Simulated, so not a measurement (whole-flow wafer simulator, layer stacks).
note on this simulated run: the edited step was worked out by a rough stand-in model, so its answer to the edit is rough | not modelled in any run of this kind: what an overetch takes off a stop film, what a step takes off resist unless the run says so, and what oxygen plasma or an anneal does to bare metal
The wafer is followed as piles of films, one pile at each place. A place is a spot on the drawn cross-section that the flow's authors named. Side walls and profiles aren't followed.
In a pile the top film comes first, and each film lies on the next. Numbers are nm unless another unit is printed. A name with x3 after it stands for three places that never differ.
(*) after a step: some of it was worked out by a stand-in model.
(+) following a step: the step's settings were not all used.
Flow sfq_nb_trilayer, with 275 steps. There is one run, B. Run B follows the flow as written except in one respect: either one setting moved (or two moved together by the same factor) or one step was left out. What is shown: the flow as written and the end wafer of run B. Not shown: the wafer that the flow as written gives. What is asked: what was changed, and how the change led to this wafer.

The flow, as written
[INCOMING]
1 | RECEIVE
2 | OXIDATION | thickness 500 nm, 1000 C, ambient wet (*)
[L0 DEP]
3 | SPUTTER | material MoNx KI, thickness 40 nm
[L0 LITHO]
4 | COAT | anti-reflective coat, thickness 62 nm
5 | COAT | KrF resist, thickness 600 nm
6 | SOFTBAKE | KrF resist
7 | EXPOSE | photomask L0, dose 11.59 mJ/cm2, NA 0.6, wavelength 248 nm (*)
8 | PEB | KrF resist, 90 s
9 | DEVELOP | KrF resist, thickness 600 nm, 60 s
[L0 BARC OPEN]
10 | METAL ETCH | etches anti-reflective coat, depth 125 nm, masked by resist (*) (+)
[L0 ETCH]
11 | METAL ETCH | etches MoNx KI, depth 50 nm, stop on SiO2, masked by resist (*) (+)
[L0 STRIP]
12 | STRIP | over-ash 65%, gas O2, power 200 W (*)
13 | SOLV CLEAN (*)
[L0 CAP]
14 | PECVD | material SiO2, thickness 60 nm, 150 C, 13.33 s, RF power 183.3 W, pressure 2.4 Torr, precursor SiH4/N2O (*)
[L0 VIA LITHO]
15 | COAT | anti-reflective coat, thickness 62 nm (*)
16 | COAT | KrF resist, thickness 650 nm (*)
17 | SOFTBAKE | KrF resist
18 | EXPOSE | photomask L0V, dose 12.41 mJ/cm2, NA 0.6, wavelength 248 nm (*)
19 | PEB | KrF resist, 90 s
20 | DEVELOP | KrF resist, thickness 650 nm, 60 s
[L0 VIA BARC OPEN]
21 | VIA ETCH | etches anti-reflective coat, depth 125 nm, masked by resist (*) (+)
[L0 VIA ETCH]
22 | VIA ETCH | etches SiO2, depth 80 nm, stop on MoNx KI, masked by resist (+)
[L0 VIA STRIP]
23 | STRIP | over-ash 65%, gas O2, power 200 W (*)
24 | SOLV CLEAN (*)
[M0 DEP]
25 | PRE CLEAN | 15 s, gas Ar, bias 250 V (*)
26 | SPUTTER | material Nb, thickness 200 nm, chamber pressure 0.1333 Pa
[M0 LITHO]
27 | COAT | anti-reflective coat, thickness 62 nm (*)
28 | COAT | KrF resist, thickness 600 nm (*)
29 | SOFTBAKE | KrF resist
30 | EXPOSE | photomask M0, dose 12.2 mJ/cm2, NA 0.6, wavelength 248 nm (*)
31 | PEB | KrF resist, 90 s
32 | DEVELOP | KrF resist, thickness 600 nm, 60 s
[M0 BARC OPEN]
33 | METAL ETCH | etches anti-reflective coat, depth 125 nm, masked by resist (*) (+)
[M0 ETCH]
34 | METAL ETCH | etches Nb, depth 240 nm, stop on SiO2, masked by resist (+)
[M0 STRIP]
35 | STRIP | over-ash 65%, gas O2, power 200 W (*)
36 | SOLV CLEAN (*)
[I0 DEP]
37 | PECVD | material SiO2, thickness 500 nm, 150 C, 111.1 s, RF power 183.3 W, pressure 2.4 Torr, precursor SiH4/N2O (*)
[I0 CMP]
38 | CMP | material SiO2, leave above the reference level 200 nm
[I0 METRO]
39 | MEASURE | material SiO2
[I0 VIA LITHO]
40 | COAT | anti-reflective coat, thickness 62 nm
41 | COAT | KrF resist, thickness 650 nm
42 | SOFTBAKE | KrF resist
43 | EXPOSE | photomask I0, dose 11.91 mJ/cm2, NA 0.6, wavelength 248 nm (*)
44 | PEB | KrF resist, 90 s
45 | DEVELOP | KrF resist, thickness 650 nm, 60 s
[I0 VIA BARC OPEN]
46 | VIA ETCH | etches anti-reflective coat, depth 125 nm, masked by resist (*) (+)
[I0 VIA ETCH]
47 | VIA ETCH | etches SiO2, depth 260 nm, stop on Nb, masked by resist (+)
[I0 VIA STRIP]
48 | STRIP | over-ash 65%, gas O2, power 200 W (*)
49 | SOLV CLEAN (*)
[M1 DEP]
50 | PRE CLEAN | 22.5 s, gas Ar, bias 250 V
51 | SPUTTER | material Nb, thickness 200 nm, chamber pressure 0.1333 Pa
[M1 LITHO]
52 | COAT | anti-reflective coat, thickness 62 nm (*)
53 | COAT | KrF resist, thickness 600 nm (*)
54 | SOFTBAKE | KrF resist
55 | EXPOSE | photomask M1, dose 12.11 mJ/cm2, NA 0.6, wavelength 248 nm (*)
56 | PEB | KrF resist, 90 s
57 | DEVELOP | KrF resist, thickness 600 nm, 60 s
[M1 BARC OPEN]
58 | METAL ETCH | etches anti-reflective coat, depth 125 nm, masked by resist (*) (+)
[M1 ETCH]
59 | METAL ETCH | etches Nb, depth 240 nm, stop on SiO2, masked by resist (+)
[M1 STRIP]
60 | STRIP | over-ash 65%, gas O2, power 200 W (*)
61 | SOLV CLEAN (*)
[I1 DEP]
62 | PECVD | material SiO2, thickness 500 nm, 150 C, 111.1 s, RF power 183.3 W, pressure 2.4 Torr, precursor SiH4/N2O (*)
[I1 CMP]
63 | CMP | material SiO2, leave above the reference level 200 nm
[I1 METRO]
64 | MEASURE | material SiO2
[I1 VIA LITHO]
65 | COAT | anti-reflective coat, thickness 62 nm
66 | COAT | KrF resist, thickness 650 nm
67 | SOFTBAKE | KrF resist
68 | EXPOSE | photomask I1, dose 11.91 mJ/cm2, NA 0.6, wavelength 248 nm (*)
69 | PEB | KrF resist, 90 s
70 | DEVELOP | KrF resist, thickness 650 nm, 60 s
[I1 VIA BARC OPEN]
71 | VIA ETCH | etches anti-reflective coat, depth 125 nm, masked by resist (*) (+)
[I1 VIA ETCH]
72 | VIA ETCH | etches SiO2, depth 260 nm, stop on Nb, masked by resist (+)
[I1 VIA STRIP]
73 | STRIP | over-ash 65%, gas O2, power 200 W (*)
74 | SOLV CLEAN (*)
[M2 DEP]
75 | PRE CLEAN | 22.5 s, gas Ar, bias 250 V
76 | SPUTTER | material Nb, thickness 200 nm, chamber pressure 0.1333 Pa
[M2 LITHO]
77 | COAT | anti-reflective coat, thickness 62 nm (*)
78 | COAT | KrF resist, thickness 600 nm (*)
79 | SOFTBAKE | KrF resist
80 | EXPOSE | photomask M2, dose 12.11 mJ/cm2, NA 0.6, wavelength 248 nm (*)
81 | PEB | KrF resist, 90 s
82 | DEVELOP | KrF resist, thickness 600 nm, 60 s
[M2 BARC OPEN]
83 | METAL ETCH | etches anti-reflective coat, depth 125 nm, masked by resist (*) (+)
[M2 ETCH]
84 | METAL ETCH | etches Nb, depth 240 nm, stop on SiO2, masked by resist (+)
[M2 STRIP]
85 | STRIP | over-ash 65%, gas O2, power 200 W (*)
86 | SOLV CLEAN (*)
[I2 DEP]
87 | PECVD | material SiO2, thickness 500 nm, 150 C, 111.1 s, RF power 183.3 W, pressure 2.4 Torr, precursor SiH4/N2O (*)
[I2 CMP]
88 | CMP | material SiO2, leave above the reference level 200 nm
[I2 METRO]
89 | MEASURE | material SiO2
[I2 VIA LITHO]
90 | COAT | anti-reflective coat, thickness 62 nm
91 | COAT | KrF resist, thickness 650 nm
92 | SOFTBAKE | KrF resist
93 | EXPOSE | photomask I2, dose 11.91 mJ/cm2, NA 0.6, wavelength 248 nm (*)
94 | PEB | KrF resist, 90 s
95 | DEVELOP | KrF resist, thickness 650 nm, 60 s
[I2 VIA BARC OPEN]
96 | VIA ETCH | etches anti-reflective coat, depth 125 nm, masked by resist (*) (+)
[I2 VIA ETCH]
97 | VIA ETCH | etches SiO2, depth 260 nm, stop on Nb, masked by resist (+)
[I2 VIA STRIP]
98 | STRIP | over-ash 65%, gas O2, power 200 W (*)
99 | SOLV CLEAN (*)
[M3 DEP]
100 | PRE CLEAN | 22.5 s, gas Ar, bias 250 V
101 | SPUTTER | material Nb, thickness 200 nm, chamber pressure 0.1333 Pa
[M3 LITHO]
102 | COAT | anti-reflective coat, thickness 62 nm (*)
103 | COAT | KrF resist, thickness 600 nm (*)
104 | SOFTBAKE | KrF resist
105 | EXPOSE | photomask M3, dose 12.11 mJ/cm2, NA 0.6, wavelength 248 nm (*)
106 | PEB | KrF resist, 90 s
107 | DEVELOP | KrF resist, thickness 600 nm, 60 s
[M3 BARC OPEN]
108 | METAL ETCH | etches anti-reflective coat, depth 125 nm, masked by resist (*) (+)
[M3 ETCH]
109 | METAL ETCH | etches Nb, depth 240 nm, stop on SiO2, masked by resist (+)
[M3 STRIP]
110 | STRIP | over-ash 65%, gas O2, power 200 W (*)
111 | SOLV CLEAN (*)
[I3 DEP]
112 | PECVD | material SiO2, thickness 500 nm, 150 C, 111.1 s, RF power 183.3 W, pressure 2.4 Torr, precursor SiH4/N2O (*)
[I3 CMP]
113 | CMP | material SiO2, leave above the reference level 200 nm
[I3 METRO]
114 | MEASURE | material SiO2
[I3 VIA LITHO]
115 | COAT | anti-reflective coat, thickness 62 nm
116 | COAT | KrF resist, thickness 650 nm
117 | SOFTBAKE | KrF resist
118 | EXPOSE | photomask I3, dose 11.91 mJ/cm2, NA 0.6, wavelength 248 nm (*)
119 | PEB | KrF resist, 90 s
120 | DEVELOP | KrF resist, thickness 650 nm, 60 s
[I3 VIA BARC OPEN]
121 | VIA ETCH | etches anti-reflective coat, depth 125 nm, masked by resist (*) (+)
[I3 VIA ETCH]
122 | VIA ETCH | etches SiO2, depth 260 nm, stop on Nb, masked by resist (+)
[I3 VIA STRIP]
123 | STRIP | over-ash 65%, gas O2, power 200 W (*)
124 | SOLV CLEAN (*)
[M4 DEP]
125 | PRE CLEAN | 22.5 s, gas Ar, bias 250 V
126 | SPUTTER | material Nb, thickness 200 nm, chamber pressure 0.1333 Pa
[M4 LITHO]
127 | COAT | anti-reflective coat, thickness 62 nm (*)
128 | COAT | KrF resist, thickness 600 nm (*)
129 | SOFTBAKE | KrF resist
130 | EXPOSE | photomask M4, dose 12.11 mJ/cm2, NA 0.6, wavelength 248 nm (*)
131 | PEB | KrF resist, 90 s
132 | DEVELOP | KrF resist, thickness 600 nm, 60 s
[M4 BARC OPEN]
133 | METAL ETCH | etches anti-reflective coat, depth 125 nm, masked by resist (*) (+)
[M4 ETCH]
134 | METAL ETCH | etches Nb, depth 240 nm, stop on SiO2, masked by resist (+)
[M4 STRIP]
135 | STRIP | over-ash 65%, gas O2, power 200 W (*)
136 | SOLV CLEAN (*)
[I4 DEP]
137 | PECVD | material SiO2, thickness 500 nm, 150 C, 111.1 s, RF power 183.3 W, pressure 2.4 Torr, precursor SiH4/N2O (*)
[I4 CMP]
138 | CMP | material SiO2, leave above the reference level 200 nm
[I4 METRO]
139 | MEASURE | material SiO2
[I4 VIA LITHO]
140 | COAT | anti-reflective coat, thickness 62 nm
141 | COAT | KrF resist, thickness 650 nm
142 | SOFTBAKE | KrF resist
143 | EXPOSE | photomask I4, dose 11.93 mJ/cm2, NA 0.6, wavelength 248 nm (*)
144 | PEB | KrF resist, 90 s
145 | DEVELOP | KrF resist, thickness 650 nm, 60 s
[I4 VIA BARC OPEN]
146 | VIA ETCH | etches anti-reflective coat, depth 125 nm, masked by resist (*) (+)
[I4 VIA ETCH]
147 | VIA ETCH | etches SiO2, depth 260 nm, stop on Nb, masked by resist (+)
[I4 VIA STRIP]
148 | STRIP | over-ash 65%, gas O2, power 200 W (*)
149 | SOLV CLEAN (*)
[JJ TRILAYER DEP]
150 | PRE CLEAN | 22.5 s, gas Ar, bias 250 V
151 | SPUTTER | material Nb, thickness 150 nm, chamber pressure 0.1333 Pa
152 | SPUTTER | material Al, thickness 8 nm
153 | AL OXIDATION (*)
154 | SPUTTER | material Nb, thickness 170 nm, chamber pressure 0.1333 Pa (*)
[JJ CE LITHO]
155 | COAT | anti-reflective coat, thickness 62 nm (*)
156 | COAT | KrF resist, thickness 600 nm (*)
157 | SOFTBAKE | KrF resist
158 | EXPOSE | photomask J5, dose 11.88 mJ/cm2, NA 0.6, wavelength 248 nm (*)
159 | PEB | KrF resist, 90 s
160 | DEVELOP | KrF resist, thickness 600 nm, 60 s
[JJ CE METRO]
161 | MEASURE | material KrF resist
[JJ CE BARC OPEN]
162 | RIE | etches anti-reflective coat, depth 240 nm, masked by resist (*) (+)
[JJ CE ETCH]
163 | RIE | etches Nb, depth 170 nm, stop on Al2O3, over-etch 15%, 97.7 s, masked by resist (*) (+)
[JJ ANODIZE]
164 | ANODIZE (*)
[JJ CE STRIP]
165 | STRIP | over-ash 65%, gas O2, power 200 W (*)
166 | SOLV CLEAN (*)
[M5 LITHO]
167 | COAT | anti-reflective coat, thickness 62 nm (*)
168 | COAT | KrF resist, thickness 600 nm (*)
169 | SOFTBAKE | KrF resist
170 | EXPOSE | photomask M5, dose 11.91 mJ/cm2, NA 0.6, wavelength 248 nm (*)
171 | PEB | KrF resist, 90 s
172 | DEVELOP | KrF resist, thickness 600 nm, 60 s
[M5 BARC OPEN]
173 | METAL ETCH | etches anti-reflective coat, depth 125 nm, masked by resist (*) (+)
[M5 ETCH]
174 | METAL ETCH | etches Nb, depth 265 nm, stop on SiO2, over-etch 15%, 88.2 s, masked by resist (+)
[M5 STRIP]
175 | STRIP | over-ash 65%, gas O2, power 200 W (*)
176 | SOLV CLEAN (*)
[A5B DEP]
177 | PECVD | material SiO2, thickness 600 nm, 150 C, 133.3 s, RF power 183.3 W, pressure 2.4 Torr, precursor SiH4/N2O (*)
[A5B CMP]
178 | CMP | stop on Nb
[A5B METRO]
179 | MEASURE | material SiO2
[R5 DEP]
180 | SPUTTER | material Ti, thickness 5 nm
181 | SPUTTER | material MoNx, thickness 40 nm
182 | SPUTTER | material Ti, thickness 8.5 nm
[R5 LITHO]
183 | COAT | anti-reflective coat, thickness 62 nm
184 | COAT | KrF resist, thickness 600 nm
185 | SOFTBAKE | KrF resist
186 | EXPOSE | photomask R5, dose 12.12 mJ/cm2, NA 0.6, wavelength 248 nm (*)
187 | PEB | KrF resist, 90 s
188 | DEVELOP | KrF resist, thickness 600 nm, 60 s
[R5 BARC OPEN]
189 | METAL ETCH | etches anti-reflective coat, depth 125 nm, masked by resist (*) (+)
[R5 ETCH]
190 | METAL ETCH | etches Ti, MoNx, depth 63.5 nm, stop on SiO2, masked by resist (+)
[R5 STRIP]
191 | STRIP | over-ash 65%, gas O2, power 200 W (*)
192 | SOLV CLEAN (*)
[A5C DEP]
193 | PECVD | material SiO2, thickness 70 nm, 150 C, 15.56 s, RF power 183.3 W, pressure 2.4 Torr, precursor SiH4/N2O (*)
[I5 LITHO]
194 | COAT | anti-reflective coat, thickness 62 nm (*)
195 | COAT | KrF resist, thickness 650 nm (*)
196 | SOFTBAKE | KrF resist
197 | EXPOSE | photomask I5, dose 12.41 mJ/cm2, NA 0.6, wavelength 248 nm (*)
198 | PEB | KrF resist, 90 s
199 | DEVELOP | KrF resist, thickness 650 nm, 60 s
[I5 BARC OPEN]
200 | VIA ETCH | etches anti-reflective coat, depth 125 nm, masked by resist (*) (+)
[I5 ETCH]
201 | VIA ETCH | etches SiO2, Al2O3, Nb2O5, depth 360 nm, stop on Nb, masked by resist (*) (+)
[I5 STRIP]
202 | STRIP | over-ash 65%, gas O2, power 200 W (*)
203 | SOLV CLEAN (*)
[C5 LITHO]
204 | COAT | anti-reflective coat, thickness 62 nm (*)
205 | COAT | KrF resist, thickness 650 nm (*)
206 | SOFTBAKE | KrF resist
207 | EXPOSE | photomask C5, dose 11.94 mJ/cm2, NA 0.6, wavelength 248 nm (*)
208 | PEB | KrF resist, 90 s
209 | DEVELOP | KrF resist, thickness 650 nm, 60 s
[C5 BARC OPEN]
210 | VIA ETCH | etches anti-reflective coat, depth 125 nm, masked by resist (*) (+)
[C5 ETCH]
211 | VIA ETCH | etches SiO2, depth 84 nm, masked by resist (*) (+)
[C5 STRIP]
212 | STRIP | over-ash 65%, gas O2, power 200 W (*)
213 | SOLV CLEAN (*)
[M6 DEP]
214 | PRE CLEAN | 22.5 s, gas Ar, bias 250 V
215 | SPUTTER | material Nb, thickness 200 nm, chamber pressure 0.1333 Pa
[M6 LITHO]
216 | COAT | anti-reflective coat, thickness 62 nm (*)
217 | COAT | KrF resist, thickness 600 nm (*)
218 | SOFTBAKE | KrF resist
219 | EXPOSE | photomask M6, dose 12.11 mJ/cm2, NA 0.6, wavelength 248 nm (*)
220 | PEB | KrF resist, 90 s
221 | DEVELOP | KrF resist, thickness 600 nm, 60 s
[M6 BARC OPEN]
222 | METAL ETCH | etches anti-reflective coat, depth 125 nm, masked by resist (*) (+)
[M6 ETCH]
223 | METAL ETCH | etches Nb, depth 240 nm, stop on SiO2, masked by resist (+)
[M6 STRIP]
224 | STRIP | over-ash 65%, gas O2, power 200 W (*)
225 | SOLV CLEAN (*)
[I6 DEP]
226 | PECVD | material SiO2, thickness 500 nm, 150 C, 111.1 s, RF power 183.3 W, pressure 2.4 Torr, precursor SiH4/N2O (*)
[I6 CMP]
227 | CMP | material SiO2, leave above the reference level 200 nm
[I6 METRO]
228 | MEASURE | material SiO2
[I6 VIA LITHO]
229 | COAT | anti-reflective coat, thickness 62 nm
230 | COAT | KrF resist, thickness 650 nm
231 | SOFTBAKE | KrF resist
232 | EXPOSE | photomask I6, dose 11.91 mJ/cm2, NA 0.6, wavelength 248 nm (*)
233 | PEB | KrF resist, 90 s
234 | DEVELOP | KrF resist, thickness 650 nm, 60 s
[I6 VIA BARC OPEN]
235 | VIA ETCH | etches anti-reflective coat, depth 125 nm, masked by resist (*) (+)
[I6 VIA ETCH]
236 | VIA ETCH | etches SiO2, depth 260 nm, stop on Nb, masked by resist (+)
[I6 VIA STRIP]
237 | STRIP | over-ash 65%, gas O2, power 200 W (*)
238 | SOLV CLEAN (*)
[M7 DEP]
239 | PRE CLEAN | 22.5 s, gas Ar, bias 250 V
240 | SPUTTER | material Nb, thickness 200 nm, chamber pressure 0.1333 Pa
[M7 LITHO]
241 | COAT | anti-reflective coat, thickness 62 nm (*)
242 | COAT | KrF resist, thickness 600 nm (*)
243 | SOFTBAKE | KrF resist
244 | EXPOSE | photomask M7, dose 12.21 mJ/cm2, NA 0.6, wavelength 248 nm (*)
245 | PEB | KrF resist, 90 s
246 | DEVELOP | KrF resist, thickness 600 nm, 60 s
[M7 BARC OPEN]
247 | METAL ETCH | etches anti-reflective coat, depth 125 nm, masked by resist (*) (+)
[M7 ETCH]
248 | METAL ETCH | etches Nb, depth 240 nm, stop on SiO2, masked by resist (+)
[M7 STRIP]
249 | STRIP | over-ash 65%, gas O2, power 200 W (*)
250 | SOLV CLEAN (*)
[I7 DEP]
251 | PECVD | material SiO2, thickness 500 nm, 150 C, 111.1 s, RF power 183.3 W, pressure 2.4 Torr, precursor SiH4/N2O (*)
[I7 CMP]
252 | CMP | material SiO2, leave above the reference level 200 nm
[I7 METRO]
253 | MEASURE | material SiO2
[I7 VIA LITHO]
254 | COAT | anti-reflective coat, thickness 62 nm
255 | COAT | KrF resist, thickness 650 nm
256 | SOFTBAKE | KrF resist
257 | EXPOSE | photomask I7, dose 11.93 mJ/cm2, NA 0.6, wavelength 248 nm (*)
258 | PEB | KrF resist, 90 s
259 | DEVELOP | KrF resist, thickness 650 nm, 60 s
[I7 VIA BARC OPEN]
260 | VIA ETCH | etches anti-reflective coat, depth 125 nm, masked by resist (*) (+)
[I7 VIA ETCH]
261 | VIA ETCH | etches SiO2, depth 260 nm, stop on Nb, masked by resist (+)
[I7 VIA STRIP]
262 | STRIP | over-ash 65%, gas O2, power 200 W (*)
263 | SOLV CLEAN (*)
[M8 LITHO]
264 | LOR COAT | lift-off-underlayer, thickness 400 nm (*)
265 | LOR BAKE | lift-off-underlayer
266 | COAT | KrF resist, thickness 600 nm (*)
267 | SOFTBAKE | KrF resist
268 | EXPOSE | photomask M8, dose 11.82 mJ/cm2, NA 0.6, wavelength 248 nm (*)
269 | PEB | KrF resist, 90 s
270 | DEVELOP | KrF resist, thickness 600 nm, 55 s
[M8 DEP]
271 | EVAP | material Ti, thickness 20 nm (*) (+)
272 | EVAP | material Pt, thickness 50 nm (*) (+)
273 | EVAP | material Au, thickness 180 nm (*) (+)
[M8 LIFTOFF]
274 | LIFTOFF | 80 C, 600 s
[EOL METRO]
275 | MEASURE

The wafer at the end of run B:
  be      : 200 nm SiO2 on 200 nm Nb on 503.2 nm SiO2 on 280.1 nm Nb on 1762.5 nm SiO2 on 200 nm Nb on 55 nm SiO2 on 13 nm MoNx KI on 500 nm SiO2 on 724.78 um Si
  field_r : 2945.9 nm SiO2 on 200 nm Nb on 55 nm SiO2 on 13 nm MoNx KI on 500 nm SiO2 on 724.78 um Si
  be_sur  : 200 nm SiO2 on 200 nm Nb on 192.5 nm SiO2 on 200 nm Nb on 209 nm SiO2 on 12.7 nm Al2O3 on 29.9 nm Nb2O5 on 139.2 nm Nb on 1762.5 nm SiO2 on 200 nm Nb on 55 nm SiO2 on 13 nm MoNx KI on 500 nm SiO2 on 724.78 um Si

Cause: step 11, METAL ETCH: depth 27 nm was run, while the flow as written has depth 50 nm.

Step by step, how the change led to this:
  11 | METAL ETCH | etches MoNx KI, depth 50 nm, stop on SiO2, masked by resist (*) (+)
      v_sur, via_wl, via_w and 97 more: -27 MoNx KI (in the flow as written it would be: -40 MoNx KI (all of it))
      field_l, l0_sur, l0v, l0r_line_l, l0r_line_c, l0r_line_r: -22.5 KrF resist (in the flow as written it would be: -41.7 KrF resist)
  12 | STRIP | over-ash 65%, gas O2, power 200 W (*)
      field_l, l0_sur, l0v, l0r_line_l, l0r_line_c, l0r_line_r: -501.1 KrF resist (all of it), -62 anti-reflective coat (all of it) (in the flow as written it would be: -481.9 KrF resist (all of it), -62 anti-reflective coat (all of it))
  14 | PECVD | material SiO2, thickness 60 nm, 150 C, 13.33 s, RF power 183.3 W, pressure 2.4 Torr, precursor SiH4/N2O (*)
      v_sur, via_wl, via_w and 97 more: +60 SiO2 (new film) (in the flow as written it would be: +60 SiO2)
  15 | COAT | anti-reflective coat, thickness 62 nm (*)
      field_l: +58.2 anti-reflective coat (new film) (in the flow as written it would be: +56.7 anti-reflective coat (new film))
      v_sur: +69 anti-reflective coat (new film) (in the flow as written it would be: +72.2 anti-reflective coat (new film))
      (and at 3 other places as well)
  23 | STRIP | over-ash 65%, gas O2, power 200 W (*)
      field_l: -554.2 KrF resist (all of it), -58.2 anti-reflective coat (all of it) (in the flow as written it would be: -551.4 KrF resist (all of it), -56.7 anti-reflective coat (all of it))
      v_sur: -566.8 KrF resist (all of it), -69 anti-reflective coat (all of it) (in the flow as written it would be: -570.5 KrF resist (all of it), -72.2 anti-reflective coat (all of it))
      (and at 3 other places as well)
  27 | COAT | anti-reflective coat, thickness 62 nm (*)
      field_l: +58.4 anti-reflective coat (new film) (in the flow as written it would be: +56.9 anti-reflective coat (new film))
      v_sur: +68.9 anti-reflective coat (new film) (in the flow as written it would be: +72.3 anti-reflective coat (new film))
      (and at 3 other places as well)
  35 | STRIP | over-ash 65%, gas O2, power 200 W (*)
      field_l: -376 KrF resist (all of it), -58.4 anti-reflective coat (all of it) (in the flow as written it would be: -372.9 KrF resist (all of it), -56.9 anti-reflective coat (all of it))
      v_sur: -388.5 KrF resist (all of it), -68.9 anti-reflective coat (all of it) (in the flow as written it would be: -391.6 KrF resist (all of it), -72.3 anti-reflective coat (all of it))
      (and at 3 other places as well)
  38 | CMP | material SiO2, leave above the reference level 200 nm
      field_l, l0_sur, l0r_line_l, l0r_line_c, l0r_line_r: -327 SiO2 (in the flow as written it would be: -340 SiO2)
      l0v: -264.8 SiO2 (in the flow as written it would be: -277.8 SiO2)
If metal films that touch count as one body, be has 4 bodies (between them, from the top down: SiO2 503.2; SiO2 1762.5; SiO2 55); the flow as written gives 3 bodies (between them, from the top down: SiO2 503.2; SiO2 1762.5).
If metal films that touch count as one body, field_r has 2 bodies (between them, from the top down: SiO2 55); the flow as written gives 1 body.
If metal films that touch count as one body, be_sur has 5 bodies (between them, from the top down: SiO2 192.5; SiO2 209 / Al2O3 12.7 / Nb2O5 29.9; SiO2 1762.5; SiO2 55); the flow as written gives 4 bodies (between them, from the top down: SiO2 192.5; SiO2 209 / Al2O3 12.7 / Nb2O5 29.9; SiO2 1762.5).
